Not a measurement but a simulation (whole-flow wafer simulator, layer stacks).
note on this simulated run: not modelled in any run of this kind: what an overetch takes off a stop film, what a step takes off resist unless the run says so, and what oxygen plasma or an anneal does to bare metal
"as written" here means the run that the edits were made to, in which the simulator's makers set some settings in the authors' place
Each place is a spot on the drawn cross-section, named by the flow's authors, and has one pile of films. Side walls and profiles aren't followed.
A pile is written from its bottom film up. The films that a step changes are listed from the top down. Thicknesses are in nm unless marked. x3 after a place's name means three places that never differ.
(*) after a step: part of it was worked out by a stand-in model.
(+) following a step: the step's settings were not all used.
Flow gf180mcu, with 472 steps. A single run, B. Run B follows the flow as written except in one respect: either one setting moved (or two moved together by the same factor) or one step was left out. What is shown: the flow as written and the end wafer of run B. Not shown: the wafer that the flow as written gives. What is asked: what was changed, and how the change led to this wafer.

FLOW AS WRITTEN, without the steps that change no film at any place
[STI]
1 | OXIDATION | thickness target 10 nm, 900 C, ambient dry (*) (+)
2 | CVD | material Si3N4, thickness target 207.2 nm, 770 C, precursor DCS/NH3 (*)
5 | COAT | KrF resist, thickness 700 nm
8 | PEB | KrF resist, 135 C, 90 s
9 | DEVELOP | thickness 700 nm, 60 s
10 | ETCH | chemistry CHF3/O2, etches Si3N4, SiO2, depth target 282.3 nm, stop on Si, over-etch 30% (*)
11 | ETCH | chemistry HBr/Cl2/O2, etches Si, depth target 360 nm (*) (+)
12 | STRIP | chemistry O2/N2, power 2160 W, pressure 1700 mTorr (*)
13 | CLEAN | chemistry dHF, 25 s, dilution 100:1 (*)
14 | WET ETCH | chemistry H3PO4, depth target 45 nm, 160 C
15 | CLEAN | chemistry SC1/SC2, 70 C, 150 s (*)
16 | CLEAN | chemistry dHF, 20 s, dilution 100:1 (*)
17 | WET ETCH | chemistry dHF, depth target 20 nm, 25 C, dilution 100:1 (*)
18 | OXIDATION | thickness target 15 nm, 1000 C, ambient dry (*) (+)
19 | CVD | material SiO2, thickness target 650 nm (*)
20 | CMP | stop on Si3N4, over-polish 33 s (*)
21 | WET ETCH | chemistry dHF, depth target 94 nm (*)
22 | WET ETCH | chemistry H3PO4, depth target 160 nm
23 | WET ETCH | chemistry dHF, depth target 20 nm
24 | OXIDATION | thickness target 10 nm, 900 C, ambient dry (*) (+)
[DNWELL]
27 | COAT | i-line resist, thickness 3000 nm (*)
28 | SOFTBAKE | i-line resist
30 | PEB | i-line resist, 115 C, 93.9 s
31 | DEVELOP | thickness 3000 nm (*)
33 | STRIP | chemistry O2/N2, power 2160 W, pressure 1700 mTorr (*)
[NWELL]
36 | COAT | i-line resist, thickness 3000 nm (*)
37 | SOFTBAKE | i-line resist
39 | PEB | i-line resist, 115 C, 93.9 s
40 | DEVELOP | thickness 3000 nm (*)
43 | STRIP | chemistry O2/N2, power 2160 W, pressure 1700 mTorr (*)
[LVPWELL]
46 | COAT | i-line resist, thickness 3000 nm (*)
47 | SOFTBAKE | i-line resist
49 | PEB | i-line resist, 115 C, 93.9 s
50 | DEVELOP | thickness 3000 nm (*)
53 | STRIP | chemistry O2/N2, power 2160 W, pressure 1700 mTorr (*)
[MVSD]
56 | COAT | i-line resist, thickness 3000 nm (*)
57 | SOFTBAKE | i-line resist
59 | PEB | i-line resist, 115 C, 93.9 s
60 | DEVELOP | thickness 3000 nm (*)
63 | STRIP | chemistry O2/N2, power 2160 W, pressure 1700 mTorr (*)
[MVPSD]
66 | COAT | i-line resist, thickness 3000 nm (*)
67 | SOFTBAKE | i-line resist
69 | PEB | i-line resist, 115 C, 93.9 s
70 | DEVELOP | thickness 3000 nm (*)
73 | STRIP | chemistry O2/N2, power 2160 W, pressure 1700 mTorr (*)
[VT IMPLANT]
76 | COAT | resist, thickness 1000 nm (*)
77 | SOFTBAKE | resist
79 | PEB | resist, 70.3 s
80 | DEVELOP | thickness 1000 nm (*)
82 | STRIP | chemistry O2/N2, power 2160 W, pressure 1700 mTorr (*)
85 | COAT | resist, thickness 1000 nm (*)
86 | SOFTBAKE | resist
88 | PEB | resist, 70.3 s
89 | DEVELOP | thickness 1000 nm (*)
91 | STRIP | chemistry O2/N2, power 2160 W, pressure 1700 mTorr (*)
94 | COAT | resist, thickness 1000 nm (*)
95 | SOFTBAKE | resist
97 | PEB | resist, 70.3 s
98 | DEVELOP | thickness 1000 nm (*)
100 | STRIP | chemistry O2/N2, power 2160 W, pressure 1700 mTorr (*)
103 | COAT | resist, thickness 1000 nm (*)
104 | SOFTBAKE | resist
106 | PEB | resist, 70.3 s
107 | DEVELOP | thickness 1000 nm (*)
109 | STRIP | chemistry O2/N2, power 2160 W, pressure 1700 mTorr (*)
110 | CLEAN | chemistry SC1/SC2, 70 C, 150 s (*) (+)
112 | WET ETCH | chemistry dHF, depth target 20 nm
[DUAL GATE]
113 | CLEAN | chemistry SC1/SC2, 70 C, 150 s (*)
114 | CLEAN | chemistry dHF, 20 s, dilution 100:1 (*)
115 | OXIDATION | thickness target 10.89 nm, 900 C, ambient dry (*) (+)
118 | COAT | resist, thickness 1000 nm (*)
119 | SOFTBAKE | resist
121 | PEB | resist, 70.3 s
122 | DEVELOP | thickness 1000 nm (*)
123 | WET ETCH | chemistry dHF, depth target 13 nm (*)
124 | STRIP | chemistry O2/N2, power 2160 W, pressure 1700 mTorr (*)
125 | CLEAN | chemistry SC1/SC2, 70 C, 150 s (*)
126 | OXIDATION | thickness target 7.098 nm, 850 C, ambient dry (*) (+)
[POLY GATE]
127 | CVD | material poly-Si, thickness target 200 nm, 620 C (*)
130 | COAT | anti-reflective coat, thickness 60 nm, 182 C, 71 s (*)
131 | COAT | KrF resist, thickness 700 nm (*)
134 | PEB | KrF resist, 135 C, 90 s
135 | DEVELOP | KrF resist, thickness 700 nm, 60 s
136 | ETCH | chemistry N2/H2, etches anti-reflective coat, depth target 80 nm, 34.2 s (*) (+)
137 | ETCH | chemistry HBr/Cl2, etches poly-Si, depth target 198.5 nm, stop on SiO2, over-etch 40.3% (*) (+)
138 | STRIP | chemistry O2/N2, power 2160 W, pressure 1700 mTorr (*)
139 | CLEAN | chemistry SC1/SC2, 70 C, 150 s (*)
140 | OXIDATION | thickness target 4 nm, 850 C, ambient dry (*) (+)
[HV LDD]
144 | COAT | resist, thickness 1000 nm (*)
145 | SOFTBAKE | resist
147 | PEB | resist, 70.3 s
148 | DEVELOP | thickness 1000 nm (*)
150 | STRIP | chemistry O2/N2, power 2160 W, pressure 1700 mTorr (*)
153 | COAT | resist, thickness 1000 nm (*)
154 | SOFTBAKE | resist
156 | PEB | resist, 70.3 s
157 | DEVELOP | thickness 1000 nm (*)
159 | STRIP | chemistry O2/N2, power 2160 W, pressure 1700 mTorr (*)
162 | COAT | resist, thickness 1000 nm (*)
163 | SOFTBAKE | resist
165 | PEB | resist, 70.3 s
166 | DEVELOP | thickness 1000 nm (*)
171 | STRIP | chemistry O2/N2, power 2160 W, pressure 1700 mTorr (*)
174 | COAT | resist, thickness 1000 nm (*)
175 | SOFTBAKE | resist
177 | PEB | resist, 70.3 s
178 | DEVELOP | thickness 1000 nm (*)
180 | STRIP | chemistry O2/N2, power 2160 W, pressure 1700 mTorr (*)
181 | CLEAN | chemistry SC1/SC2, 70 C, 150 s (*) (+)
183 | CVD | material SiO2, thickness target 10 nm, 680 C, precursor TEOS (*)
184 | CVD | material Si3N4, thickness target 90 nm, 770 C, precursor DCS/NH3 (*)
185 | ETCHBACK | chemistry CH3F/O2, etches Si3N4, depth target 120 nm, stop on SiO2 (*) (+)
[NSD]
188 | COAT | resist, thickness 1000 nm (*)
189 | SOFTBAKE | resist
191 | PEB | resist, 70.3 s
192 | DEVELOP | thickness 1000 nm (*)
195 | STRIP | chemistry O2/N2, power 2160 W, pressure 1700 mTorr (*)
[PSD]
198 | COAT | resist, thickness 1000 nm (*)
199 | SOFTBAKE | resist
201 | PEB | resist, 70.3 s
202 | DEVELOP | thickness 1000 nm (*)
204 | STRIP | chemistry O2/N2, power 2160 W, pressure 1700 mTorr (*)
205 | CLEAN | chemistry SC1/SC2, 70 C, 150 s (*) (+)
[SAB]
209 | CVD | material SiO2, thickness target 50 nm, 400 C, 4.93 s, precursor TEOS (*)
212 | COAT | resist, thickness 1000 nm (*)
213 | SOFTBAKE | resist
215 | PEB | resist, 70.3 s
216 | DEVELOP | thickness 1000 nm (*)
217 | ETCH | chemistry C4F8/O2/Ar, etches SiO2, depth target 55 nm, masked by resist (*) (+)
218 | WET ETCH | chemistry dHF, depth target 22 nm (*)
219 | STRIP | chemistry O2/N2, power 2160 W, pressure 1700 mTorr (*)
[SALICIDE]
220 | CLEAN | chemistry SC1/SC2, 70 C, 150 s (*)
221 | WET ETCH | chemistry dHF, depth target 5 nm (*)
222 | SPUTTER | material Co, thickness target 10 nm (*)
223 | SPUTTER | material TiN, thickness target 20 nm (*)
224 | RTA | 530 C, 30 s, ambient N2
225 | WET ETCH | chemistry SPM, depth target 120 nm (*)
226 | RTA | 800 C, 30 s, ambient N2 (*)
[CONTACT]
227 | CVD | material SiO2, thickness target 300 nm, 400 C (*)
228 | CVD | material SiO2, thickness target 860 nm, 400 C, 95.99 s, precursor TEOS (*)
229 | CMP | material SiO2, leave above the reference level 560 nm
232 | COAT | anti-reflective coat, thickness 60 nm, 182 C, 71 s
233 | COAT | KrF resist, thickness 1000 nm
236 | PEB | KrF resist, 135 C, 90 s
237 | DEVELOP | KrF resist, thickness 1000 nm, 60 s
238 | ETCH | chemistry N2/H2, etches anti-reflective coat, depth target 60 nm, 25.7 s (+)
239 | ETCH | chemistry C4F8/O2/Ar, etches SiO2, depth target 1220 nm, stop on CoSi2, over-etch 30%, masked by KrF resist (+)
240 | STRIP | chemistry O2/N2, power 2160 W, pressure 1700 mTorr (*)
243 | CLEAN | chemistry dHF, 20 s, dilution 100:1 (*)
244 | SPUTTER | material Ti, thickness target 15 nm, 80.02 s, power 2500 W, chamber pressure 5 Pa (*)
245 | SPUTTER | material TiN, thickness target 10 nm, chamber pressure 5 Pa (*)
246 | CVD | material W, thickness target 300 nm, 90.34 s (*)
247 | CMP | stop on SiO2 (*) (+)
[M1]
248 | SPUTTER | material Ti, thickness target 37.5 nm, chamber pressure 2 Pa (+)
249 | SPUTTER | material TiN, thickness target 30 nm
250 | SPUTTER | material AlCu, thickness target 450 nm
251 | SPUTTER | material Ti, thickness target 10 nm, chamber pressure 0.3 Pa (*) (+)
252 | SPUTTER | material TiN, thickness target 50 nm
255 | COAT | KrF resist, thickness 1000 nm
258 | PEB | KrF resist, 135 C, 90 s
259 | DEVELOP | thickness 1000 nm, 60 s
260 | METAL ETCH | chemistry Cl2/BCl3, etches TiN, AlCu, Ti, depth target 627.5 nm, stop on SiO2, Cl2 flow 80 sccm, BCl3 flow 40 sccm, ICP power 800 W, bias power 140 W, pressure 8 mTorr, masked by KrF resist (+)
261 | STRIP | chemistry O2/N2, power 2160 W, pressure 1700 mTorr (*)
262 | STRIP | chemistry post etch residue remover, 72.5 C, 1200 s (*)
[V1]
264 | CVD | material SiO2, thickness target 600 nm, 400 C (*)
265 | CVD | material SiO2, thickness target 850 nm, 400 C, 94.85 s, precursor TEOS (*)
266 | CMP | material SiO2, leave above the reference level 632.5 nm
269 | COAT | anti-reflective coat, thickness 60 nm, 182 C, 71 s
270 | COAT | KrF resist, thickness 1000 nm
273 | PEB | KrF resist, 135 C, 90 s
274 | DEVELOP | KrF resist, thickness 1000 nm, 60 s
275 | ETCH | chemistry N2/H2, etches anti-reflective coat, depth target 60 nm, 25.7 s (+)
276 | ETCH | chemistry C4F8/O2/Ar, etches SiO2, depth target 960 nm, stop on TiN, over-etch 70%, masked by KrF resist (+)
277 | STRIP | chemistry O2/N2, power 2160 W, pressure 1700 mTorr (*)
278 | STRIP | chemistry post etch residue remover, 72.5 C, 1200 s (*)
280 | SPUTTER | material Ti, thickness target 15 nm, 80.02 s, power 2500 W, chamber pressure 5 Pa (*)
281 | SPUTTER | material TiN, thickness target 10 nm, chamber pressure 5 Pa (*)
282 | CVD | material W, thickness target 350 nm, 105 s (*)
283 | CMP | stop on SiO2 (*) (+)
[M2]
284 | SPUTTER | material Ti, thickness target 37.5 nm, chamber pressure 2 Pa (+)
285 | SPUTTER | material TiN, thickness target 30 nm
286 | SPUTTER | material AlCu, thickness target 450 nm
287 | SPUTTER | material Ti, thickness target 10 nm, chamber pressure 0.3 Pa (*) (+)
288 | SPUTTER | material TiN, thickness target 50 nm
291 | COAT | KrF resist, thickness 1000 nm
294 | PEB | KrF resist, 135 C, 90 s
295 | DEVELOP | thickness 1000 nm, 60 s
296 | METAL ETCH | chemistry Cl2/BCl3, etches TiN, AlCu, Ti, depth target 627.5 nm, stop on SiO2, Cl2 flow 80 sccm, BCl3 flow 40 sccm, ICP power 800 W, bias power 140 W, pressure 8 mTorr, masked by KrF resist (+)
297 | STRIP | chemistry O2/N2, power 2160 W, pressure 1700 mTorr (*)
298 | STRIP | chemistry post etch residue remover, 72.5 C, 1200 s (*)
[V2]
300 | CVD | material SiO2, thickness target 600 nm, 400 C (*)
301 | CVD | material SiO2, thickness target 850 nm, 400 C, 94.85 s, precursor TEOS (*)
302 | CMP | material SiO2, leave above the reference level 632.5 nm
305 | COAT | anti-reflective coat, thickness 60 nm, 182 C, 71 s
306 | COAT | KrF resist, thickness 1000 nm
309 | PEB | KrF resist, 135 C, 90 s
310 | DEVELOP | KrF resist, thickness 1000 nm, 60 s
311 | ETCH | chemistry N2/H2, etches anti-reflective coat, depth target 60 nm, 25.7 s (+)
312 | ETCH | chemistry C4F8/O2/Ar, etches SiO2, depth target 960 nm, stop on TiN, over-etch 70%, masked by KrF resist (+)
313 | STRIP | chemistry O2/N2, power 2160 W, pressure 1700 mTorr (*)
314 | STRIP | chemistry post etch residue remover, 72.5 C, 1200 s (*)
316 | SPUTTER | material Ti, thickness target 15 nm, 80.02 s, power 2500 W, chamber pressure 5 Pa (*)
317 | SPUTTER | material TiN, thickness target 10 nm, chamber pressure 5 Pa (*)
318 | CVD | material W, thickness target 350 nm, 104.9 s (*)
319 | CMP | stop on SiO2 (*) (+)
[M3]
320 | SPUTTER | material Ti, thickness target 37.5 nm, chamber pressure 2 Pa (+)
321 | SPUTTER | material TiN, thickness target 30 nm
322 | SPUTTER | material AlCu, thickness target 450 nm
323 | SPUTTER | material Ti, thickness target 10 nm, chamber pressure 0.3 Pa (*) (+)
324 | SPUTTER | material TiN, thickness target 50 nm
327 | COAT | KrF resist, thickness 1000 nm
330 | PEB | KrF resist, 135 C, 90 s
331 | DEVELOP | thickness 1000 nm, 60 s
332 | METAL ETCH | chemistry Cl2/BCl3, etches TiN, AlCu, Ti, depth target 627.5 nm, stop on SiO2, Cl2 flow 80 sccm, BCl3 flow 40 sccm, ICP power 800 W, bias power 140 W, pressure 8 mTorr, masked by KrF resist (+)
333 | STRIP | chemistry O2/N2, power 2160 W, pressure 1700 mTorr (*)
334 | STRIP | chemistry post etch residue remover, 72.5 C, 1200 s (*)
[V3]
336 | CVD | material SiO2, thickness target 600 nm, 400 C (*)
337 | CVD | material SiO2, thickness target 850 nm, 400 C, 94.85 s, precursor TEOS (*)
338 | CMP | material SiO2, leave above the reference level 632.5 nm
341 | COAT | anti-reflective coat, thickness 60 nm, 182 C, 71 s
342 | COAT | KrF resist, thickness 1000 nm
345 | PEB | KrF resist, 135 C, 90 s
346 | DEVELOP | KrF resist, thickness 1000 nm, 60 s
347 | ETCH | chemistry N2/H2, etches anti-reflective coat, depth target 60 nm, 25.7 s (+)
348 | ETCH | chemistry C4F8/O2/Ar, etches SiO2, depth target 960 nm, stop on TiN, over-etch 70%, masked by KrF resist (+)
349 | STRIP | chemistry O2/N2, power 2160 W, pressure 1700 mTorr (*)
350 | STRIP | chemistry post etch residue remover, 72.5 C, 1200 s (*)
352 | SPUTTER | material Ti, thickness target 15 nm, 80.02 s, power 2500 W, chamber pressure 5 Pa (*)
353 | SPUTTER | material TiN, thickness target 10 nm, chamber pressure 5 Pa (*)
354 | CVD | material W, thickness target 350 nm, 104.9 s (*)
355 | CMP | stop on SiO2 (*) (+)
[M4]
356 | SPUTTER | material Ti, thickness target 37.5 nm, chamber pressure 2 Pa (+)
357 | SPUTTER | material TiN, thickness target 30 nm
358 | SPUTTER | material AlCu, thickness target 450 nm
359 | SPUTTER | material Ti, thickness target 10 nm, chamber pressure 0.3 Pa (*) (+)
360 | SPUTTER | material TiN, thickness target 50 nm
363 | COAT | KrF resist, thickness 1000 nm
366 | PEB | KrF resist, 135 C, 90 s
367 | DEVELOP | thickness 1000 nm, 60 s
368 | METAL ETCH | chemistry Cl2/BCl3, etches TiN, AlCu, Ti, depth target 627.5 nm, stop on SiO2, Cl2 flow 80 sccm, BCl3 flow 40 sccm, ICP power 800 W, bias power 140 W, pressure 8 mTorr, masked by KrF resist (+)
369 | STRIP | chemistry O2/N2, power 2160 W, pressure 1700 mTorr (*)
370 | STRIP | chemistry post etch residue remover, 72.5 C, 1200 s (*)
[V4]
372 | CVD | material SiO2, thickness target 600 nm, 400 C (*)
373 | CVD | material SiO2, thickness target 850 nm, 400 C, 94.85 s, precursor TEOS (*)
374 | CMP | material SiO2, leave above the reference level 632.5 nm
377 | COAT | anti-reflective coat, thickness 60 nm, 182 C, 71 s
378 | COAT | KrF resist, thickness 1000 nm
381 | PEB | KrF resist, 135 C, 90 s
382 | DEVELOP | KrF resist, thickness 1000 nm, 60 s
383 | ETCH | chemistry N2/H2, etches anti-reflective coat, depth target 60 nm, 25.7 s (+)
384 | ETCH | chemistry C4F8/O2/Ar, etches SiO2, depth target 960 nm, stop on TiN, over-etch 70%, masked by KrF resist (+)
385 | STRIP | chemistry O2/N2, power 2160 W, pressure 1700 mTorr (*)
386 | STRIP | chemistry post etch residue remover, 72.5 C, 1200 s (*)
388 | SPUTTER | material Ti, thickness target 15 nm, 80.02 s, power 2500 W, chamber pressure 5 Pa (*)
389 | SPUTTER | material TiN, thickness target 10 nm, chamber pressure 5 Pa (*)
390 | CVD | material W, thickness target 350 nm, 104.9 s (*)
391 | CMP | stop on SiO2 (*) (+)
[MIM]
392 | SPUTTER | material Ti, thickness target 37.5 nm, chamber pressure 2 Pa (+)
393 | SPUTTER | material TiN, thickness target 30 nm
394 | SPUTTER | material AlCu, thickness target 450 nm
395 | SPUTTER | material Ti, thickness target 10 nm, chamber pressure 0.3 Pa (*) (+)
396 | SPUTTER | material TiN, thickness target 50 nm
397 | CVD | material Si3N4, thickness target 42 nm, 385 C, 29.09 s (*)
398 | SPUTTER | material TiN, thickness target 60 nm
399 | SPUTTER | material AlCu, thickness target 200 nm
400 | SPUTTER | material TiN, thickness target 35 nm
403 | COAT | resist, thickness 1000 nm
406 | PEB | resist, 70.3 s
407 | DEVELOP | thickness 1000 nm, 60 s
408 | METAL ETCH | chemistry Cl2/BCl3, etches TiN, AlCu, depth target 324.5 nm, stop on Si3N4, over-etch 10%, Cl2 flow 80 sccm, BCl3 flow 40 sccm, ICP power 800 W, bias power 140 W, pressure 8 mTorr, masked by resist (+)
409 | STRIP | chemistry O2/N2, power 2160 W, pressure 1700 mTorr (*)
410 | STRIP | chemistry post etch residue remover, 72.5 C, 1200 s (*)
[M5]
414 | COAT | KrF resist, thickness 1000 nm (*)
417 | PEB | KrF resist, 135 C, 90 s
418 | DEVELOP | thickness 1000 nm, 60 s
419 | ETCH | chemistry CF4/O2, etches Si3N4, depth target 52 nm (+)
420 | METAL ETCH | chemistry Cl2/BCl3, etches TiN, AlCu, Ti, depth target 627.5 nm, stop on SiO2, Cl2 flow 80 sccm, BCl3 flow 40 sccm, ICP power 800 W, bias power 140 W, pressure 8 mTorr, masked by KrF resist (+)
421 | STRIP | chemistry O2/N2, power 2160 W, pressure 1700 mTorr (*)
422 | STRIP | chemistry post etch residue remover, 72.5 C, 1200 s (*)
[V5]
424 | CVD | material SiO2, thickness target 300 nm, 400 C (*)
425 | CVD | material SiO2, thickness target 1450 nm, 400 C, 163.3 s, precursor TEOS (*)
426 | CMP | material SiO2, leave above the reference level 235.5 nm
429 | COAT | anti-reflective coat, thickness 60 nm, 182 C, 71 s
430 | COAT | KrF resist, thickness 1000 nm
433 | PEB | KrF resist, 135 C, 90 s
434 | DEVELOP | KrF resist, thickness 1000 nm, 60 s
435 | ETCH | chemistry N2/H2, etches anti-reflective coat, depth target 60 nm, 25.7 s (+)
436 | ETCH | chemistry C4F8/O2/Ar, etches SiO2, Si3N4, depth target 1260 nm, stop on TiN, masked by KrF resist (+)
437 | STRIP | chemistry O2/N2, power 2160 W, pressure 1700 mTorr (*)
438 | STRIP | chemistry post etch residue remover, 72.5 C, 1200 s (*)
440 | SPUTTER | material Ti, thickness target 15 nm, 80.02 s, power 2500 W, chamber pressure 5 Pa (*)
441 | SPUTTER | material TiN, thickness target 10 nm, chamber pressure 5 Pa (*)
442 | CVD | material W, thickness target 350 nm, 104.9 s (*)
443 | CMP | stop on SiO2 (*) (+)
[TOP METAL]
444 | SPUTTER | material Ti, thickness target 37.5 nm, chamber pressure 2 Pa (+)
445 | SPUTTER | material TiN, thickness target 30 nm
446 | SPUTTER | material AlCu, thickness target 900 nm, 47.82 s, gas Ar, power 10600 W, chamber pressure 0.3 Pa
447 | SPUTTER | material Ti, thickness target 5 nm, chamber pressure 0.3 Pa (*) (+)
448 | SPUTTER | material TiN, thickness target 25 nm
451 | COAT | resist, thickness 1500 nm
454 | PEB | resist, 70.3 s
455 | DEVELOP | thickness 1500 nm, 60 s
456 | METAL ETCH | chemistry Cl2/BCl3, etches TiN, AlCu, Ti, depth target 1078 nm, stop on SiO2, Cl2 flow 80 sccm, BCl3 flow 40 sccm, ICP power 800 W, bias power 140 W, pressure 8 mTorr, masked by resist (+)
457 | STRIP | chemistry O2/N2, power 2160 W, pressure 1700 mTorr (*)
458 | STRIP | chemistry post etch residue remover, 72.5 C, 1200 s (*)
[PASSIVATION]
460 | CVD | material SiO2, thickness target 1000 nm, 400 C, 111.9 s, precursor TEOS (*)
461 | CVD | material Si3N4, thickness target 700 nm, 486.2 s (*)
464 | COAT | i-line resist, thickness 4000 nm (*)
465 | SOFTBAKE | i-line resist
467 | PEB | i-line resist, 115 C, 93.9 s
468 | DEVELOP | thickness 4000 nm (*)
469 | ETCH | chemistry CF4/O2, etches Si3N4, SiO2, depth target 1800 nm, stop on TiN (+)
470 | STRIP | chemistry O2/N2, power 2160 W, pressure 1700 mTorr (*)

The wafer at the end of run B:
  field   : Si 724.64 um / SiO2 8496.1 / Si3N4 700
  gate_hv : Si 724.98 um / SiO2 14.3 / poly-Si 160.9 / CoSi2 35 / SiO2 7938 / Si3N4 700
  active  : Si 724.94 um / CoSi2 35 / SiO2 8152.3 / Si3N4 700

Cause: step 266, CMP: leave above the reference level 901.3 nm was run, while the flow as written has leave above the reference level 632.5 nm.

How this came from the change, step by step:
  266 | CMP | material SiO2, leave above the reference level 632.5 nm
      field, field__w1, field__w2 and 99 more: SiO2 loses 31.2 (in the flow as written it would be: SiO2 loses 300)
      field__w8, contact, m1 and 6 more: SiO2 loses 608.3 (in the flow as written it would be: SiO2 loses 877.1)
  276 | ETCH | chemistry C4F8/O2/Ar, etches SiO2, depth target 960 nm, stop on TiN, over-etch 70%, masked by KrF resist (+)
      contact: SiO2 loses 841.3 (all of it) (in the flow as written it would be: SiO2 loses 572.5 (all of it))
  280 | SPUTTER | material Ti, thickness target 15 nm, 80.02 s, power 2500 W, chamber pressure 5 Pa (*)
      contact: Ti gains 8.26 (new film) (in the flow as written it would be: Ti gains 9.65 (new film))
  281 | SPUTTER | material TiN, thickness target 10 nm, chamber pressure 5 Pa (*)
      contact: TiN gains 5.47 (new film) (in the flow as written it would be: TiN gains 6.4 (new film))
  282 | CVD | material W, thickness target 350 nm, 105 s (*)
      contact: W gains 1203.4 (new film) (in the flow as written it would be: W gains 932.3 (new film))
